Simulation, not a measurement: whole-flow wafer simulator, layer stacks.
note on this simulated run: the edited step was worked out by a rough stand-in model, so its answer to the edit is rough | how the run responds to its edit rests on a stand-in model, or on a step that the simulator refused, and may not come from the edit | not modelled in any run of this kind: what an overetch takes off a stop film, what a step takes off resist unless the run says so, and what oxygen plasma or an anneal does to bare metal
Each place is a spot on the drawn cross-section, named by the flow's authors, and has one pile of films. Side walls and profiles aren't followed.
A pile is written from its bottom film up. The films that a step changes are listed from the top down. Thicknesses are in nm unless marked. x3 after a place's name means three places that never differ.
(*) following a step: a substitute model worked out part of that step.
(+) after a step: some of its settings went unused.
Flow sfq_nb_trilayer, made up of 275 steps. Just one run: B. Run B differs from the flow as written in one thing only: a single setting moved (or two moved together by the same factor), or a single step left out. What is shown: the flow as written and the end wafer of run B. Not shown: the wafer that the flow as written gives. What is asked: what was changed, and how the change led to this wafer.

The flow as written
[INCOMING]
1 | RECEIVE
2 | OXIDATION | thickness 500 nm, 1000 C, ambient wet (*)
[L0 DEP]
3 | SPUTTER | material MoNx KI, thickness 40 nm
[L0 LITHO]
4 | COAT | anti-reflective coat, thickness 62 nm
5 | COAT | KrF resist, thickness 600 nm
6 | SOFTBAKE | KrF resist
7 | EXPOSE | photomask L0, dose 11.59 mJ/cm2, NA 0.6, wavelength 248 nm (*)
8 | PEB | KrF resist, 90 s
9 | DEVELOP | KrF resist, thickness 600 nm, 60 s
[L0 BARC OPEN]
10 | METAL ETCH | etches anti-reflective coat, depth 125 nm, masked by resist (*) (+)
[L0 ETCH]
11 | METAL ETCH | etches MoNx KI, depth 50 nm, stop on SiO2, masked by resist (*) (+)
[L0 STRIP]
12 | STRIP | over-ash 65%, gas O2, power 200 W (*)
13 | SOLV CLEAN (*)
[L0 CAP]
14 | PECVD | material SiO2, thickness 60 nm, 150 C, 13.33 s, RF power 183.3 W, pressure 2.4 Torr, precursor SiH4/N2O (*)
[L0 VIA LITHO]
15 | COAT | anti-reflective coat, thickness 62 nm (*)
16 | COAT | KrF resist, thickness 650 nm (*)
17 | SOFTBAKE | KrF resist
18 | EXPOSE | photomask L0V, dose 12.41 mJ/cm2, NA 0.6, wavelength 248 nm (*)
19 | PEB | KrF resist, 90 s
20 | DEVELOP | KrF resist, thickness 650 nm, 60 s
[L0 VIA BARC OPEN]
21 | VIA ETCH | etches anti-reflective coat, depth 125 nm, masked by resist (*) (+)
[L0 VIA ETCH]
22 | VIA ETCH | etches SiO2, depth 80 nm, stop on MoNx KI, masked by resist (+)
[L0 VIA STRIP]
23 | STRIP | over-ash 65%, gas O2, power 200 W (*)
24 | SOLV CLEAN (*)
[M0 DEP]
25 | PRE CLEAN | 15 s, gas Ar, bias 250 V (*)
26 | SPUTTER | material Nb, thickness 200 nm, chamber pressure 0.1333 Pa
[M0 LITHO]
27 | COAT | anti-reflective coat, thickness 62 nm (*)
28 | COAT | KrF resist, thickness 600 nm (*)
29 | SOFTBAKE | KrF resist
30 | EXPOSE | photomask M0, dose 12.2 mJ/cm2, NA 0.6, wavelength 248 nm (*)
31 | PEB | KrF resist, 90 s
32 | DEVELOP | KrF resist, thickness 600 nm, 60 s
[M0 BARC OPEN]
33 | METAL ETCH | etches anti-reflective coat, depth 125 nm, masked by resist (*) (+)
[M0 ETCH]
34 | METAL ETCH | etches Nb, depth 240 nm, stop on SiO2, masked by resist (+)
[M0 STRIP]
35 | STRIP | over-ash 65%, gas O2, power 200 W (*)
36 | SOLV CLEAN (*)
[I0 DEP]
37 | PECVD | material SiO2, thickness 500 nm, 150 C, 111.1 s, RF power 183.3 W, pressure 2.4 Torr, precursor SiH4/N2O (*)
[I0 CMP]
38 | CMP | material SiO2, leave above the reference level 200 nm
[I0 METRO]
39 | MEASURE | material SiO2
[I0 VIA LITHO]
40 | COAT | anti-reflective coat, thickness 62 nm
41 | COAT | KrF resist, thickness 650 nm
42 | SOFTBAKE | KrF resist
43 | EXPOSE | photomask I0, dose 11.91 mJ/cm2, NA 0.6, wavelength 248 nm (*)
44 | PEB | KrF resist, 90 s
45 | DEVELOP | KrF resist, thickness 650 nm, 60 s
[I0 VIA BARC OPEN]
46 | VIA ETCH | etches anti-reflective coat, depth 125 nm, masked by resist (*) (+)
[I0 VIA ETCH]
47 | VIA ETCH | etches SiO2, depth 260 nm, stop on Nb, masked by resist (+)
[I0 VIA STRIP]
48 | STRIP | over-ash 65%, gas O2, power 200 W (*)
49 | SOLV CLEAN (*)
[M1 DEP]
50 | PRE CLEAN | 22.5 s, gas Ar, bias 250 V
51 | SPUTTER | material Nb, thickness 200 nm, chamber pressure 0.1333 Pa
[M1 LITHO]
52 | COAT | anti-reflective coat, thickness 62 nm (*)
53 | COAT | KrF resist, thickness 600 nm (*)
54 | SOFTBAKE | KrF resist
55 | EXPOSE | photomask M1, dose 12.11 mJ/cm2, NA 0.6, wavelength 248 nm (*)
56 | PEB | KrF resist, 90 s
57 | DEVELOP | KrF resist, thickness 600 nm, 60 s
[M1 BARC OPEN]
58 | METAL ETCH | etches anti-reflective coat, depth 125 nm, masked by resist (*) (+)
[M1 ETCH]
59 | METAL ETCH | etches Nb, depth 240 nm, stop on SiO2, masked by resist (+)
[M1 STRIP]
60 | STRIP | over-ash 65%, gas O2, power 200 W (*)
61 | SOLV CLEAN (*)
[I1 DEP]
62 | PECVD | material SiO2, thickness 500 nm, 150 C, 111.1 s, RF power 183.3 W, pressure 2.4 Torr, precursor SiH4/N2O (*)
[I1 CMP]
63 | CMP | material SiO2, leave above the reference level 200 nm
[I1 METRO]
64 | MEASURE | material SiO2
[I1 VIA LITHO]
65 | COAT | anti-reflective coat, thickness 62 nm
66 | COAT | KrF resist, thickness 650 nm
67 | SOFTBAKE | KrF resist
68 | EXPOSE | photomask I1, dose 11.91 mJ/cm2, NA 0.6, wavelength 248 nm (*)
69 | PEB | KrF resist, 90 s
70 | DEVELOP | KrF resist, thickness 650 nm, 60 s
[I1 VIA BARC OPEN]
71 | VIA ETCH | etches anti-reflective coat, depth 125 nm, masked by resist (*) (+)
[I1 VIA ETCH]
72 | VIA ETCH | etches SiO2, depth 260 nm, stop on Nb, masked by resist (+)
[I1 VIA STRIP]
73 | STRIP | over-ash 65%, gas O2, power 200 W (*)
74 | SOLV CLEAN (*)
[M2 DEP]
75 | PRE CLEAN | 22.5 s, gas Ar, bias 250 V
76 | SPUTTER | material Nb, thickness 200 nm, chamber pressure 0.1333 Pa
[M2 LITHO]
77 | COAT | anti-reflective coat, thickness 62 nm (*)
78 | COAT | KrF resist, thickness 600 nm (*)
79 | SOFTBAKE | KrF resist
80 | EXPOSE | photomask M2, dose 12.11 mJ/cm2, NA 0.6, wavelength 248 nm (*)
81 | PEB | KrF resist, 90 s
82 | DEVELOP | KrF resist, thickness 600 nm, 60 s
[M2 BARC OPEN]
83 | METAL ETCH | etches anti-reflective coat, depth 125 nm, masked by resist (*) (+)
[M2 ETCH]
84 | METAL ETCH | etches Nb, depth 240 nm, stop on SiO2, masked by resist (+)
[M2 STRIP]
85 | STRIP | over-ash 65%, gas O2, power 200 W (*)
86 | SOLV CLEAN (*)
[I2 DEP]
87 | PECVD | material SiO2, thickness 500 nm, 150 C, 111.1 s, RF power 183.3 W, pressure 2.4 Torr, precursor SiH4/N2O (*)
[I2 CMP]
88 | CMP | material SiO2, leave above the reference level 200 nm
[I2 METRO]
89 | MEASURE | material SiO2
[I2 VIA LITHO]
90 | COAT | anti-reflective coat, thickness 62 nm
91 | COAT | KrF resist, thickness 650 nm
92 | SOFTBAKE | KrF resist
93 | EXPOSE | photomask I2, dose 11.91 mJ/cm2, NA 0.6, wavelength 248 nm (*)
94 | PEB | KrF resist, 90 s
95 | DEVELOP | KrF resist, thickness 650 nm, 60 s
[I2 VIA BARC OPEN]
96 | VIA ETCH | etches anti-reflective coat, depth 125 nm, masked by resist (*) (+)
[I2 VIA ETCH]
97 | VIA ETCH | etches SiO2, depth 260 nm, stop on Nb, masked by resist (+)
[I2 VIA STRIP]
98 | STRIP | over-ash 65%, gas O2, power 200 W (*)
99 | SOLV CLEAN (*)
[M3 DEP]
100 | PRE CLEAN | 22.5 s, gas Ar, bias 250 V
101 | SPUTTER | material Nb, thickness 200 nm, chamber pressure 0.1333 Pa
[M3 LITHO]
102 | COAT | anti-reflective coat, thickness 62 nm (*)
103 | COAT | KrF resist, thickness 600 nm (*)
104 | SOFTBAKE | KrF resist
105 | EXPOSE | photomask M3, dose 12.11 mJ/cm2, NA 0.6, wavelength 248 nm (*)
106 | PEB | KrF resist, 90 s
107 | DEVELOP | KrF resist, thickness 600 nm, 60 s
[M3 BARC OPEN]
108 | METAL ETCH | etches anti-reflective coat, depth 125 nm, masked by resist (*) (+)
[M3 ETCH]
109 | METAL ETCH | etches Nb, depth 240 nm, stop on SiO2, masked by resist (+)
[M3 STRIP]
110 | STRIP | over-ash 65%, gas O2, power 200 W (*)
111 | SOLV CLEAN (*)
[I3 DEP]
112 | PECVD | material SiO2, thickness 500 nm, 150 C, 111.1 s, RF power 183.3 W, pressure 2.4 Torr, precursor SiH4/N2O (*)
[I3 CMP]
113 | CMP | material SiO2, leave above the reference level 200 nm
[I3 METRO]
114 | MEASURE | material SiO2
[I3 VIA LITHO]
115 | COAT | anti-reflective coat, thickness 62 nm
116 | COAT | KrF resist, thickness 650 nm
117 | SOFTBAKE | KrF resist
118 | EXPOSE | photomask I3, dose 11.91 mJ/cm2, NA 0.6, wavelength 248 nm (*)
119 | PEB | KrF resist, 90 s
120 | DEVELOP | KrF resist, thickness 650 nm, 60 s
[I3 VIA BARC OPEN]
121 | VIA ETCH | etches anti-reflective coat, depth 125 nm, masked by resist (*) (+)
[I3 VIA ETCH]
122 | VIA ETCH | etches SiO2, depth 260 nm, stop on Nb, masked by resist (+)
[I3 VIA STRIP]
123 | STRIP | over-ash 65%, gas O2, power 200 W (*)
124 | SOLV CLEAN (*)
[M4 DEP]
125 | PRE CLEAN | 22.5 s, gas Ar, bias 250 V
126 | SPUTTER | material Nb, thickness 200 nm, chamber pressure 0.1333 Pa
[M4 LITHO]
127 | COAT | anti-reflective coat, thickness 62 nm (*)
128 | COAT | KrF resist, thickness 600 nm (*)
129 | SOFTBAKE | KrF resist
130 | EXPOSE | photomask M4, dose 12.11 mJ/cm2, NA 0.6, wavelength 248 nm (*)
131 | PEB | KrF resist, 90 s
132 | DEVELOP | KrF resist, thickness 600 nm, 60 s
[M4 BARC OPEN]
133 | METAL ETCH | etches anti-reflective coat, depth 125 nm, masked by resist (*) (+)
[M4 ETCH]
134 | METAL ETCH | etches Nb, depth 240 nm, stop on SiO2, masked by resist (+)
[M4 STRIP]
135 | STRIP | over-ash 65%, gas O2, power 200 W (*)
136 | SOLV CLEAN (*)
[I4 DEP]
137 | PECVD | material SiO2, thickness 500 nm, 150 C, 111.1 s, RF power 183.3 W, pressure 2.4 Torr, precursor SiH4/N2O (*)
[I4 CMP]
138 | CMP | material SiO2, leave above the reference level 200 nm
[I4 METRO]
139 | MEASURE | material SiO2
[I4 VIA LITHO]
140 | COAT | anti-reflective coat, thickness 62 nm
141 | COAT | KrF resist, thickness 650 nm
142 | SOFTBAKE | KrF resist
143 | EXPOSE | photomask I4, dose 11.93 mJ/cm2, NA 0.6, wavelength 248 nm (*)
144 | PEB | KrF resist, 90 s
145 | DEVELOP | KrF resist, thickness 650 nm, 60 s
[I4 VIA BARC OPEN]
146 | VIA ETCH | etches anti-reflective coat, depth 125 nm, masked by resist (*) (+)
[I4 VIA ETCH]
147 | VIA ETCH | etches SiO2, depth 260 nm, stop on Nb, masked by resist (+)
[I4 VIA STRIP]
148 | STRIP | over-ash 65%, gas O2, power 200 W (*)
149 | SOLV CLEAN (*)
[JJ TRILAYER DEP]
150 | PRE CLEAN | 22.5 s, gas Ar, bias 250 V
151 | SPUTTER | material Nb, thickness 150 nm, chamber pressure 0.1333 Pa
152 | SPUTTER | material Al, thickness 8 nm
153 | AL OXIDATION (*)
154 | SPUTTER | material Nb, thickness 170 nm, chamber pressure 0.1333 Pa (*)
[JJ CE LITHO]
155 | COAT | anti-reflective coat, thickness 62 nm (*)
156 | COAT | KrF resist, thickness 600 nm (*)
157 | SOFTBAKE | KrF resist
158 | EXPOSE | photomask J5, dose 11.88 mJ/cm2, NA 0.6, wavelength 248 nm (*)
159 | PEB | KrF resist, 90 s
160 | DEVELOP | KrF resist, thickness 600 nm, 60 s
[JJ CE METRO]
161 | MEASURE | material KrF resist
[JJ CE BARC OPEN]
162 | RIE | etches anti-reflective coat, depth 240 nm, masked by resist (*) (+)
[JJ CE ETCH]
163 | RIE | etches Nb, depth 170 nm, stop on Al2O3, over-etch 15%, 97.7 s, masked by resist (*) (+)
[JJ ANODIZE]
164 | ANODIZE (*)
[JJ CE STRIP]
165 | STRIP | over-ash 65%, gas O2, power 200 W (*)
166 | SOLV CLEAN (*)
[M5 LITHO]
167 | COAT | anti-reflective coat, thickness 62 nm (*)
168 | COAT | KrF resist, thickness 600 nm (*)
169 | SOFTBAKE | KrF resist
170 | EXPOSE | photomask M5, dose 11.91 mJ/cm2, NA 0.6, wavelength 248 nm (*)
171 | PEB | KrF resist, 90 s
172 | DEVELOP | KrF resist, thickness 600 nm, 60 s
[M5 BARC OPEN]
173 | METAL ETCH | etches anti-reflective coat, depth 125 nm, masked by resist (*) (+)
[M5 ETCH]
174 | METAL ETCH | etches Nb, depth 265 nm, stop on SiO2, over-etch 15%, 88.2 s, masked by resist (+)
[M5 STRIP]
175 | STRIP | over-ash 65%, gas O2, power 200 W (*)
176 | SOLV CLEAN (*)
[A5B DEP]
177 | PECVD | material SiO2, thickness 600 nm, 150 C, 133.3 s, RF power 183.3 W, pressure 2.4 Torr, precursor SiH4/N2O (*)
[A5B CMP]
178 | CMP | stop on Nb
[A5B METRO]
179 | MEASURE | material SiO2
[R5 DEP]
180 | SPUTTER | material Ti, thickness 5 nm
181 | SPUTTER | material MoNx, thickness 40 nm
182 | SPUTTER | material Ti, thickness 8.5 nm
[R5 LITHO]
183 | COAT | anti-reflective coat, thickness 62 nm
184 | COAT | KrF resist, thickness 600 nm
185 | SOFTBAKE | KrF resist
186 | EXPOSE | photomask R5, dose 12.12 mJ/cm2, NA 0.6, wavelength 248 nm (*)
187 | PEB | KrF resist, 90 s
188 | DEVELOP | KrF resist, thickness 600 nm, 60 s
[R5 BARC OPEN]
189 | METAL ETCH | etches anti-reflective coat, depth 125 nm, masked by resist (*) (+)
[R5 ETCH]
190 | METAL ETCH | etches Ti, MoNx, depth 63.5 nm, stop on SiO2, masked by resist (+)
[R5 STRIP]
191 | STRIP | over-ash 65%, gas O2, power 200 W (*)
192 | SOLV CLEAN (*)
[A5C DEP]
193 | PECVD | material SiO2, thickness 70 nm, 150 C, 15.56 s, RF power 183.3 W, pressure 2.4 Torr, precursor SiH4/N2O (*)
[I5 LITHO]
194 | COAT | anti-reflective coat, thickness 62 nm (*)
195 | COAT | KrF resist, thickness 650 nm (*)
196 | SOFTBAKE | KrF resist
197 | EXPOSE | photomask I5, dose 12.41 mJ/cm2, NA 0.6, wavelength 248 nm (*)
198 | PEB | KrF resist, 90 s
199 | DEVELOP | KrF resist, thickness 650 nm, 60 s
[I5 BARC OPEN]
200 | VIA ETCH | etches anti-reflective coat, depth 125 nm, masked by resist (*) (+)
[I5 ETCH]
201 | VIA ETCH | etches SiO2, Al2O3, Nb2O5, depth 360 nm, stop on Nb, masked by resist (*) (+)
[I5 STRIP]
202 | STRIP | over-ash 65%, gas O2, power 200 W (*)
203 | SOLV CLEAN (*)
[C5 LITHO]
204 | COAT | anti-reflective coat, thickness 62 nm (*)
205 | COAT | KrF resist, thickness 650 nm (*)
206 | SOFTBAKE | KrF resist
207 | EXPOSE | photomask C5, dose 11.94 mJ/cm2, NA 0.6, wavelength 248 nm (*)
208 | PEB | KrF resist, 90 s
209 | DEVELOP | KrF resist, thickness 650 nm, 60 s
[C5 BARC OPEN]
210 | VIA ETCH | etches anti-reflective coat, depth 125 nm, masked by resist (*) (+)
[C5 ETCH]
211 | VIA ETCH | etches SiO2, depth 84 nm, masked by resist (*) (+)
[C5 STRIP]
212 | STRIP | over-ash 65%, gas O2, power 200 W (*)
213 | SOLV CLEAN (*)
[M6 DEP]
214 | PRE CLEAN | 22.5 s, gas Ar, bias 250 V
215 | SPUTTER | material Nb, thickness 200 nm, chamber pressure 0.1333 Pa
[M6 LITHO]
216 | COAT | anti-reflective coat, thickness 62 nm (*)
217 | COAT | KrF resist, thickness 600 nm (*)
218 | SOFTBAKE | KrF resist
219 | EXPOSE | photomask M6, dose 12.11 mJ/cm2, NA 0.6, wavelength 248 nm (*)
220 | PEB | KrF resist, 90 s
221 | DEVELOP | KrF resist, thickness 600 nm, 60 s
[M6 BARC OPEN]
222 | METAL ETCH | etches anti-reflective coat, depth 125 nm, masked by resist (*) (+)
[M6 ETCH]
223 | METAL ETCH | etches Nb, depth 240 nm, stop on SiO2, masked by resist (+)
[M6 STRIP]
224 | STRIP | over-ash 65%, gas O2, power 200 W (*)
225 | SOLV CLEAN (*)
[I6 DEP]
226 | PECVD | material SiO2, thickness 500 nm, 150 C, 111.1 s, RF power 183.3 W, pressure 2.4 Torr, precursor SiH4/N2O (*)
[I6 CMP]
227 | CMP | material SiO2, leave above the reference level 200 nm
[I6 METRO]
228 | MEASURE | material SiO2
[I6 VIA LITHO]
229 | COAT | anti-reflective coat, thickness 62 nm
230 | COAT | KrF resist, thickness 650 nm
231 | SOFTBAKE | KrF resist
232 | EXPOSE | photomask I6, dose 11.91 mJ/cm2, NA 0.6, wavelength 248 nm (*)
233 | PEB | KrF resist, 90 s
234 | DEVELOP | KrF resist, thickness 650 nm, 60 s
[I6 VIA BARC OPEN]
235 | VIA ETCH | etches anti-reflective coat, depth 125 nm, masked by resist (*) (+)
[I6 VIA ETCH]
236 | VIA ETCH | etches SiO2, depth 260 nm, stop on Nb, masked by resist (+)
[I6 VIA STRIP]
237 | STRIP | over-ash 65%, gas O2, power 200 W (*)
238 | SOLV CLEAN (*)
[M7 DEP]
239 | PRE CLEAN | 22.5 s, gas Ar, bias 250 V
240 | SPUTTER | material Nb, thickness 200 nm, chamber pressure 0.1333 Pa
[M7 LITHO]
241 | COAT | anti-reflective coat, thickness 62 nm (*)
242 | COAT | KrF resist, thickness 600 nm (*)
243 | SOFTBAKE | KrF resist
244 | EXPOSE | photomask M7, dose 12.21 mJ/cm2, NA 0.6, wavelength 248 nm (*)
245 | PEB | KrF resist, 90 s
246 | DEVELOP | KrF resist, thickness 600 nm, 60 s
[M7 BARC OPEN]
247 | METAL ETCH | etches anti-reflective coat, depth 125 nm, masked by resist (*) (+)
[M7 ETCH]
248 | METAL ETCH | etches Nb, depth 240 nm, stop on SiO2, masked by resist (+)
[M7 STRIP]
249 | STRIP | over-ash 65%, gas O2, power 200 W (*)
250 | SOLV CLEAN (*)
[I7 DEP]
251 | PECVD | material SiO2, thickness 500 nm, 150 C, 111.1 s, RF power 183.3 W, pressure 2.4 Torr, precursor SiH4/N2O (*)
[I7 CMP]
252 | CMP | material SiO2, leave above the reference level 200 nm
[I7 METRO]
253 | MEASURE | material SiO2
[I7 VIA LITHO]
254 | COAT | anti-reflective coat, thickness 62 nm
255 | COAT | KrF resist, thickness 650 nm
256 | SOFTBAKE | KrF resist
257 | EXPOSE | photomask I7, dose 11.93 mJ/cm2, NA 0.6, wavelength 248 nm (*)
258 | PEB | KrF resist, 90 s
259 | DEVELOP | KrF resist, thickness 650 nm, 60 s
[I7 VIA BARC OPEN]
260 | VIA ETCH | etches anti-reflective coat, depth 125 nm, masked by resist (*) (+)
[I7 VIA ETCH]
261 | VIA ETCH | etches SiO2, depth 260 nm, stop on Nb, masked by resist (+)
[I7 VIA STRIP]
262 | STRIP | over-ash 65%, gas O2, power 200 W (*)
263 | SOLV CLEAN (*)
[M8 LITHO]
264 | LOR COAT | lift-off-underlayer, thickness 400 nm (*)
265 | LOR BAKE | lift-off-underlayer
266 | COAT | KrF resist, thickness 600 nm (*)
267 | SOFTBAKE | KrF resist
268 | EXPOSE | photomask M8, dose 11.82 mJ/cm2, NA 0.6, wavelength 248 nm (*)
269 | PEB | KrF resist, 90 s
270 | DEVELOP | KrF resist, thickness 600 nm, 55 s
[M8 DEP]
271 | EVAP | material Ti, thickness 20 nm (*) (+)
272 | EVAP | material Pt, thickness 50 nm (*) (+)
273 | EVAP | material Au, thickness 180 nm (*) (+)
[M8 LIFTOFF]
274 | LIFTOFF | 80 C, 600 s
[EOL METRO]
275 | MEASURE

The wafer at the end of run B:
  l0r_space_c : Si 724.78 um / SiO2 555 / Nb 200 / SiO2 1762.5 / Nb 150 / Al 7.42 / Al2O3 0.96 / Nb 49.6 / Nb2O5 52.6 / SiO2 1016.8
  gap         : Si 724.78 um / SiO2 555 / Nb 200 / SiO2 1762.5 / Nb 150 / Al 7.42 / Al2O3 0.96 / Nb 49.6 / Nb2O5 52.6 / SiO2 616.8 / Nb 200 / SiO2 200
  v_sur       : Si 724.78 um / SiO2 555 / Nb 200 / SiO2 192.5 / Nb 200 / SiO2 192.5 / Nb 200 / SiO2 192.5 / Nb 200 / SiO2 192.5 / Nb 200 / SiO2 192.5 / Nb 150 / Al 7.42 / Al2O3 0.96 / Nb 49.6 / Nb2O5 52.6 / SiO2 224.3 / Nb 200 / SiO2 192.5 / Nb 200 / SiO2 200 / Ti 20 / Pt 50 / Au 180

The reason: step 154, SPUTTER: thickness 264 nm was run, whereas the flow has thickness 170 nm.

How this came from the change, step by step:
  154 | SPUTTER | material Nb, thickness 170 nm, chamber pressure 0.1333 Pa (*)
      field_l, v_sur, via_sp and 100 more: Nb gains 264 (new film) (it would be, as written: Nb gains 170 (new film))
      via_wl, via_wr: Nb gains 219.4 (new film) (it would be, as written: Nb gains 140.7 (new film))
      (as well as at 1 more place)
  155 | COAT | anti-reflective coat, thickness 62 nm (*)
      via_wl, via_wr: anti-reflective coat gains 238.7 (new film) (it would be, as written: anti-reflective coat gains 209.4 (new film))
      via_w: anti-reflective coat gains 107.3 (new film) (it would be, as written: anti-reflective coat gains 97.4 (new film))
  156 | COAT | KrF resist, thickness 600 nm (*)
      via_wl: KrF resist gains 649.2 (new film) (it would be, as written: KrF resist gains 663 (new film))
      via_wr: KrF resist gains 649.3 (new film) (it would be, as written: KrF resist gains 663.2 (new film))
  160 | DEVELOP | KrF resist, thickness 600 nm, 60 s
      via_wl: KrF resist loses 647.8 (all of it) (it would be, as written: KrF resist loses 661.6 (all of it))
      via_wr: KrF resist loses 648 (all of it) (it would be, as written: KrF resist loses 661.8 (all of it))
  162 | RIE | etches anti-reflective coat, depth 240 nm, masked by resist (*) (+)
      ce_l, c5j, ce_r, wl_jj: KrF resist loses 238.7 (it would be, as written: KrF resist loses 209.4)
      via_wl, via_wr: anti-reflective coat loses 238.7 (all of it) (it would be, as written: anti-reflective coat loses 209.4 (all of it))
      (as well as at 1 more place)
  163 | RIE | etches Nb, depth 170 nm, stop on Al2O3, over-etch 15%, 97.7 s, masked by resist (*) (+)
      field_l, v_sur, via_sp and 96 more: Nb loses 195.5 (it would be, as written: Nb loses 170 (all of it), Al2O3 loses 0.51)
      via_wl, via_wr: Nb loses 195.5 (it would be, as written: Nb loses 140.7 (all of it), Al2O3 loses 0.96 (all of it))
      (as well as at 1 more place)
  164 | ANODIZE (*)
      field_l, v_sur, via_sp and 96 more: Nb2O5 gains 52.6 (new film), Nb loses 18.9 (it would be, as written: Al2O3 gains 12.2, Nb2O5 gains 29.9 (new film), Al loses 7.42 (all of it), Nb loses 10.8)
      via_wl, via_wr: Nb2O5 gains 52.6 (new film), Nb loses 18.9 (it would be, as written: Al2O3 gains 7.52 (new film), Nb2O5 gains 39.2 (new film), Al loses 4.56 (all of it), Nb loses 14.1)
      (as well as at 1 more place)
  165 | STRIP | over-ash 65%, gas O2, power 200 W (*)
      ce_l: KrF resist loses 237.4 (all of it), anti-reflective coat loses 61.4 (all of it) (it would be, as written: KrF resist loses 266.8 (all of it), anti-reflective coat loses 61.4 (all of it))
      c5j: KrF resist loses 237.5 (all of it), anti-reflective coat loses 61.5 (all of it) (it would be, as written: KrF resist loses 266.9 (all of it), anti-reflective coat loses 61.5 (all of it))
      (as well as at 2 more places)
  167 | COAT | anti-reflective coat, thickness 62 nm (*)
      wl_j_sl, wl_j_sr: anti-reflective coat gains 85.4 (new film) (it would be, as written: anti-reflective coat gains 83.3 (new film))
      via_wl: anti-reflective coat gains 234 (new film) (it would be, as written: anti-reflective coat gains 170.5 (new film))
      (as well as at 8 more places)
  168 | COAT | KrF resist, thickness 600 nm (*)
      via_wl: KrF resist gains 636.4 (new film) (it would be, as written: KrF resist gains 656 (new film))
      via_w: KrF resist gains 754.8 (new film) (it would be, as written: KrF resist gains 732.6 (new film))
      (as well as at 1 more place)
  174 | METAL ETCH | etches Nb, depth 265 nm, stop on SiO2, over-etch 15%, 88.2 s, masked by resist (+)
      field_l, r_sur, res and 50 more: Nb2O5 loses 52.6 (all of it), Nb loses 49.6 (all of it), Al2O3 loses 0.96 (all of it), Al loses 7.42 (all of it), Nb loses 150 (all of it) (it would be, as written: Al2O3 loses 12.6 (all of it), Nb2O5 loses 29.9 (all of it), Nb loses 139.2 (all of it), SiO2 loses 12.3)
  175 | STRIP | over-ash 65%, gas O2, power 200 W (*)
      via_wl: KrF resist loses 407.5 (all of it), anti-reflective coat loses 234 (all of it) (it would be, as written: KrF resist loses 427 (all of it), anti-reflective coat loses 170.5 (all of it))
      via_w: KrF resist loses 525.6 (all of it), anti-reflective coat loses 101.3 (all of it) (it would be, as written: KrF resist loses 503.5 (all of it), anti-reflective coat loses 84.1 (all of it))
      (as well as at 9 more places)
  177 | PECVD | material SiO2, thickness 600 nm, 150 C, 133.3 s, RF power 183.3 W, pressure 2.4 Torr, precursor SiH4/N2O (*)
      via_wl, via_wr: SiO2 gains 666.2 (new film) (it would be, as written: SiO2 gains 600 (new film))
      via_w: SiO2 gains 663.7 (new film) (it would be, as written: SiO2 gains 600 (new film))
  178 | CMP | stop on Nb
      v_sur, via_sp, via_v and 43 more: SiO2 loses 438.2 (it would be, as written: SiO2 loses 453.5)
      field_l, p4_fl, p4_fm and 39 more: SiO2 loses 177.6 (it would be, as written: SiO2 loses 259.3)
      (as well as at 11 more places)
  201 | VIA ETCH | etches SiO2, Al2O3, Nb2O5, depth 360 nm, stop on Nb, masked by resist (*) (+)
      be: SiO2 loses 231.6 (all of it), Nb2O5 loses 52.6 (all of it) (it would be, as written: SiO2 loses 216.4 (all of it), Al2O3 loses 12.7 (all of it), Nb2O5 loses 29.9 (all of it))
  204 | COAT | anti-reflective coat, thickness 62 nm (*)
      be: anti-reflective coat gains 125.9 (new film) (it would be, as written: anti-reflective coat gains 122.2 (new film))
  ... 6 other steps ...
  226 | PECVD | material SiO2, thickness 500 nm, 150 C, 111.1 s, RF power 183.3 W, pressure 2.4 Torr, precursor SiH4/N2O (*)
      be: SiO2 gains 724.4 (new film) (it would be, as written: SiO2 gains 693.5 (new film))
With metal films that touch counted as one body, l0r_space_c has 3 bodies (between them, from the top down: Al2O3 0.96; SiO2 1762.5); the flow as written gives 2 bodies (between them, from the top down: SiO2 1762.5).
With metal films that touch counted as one body, gap has 4 bodies (between them, from the top down: SiO2 616.8 / Nb2O5 52.6; Al2O3 0.96; SiO2 1762.5); the flow as written gives 3 bodies (between them, from the top down: SiO2 601.5 / Al2O3 12.7 / Nb2O5 29.9; SiO2 1762.5).
With metal films that touch counted as one body, v_sur has 10 bodies (between them, from the top down: SiO2 200; SiO2 192.5; SiO2 224.3 / Nb2O5 52.6; Al2O3 0.96; SiO2 192.5; SiO2 192.5; SiO2 192.5; SiO2 192.5; SiO2 192.5); the flow as written gives 9 bodies (between them, from the top down: SiO2 200; SiO2 192.5; SiO2 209 / Al2O3 12.7 / Nb2O5 29.9; SiO2 192.5; SiO2 192.5; SiO2 192.5; SiO2 192.5; SiO2 192.5).
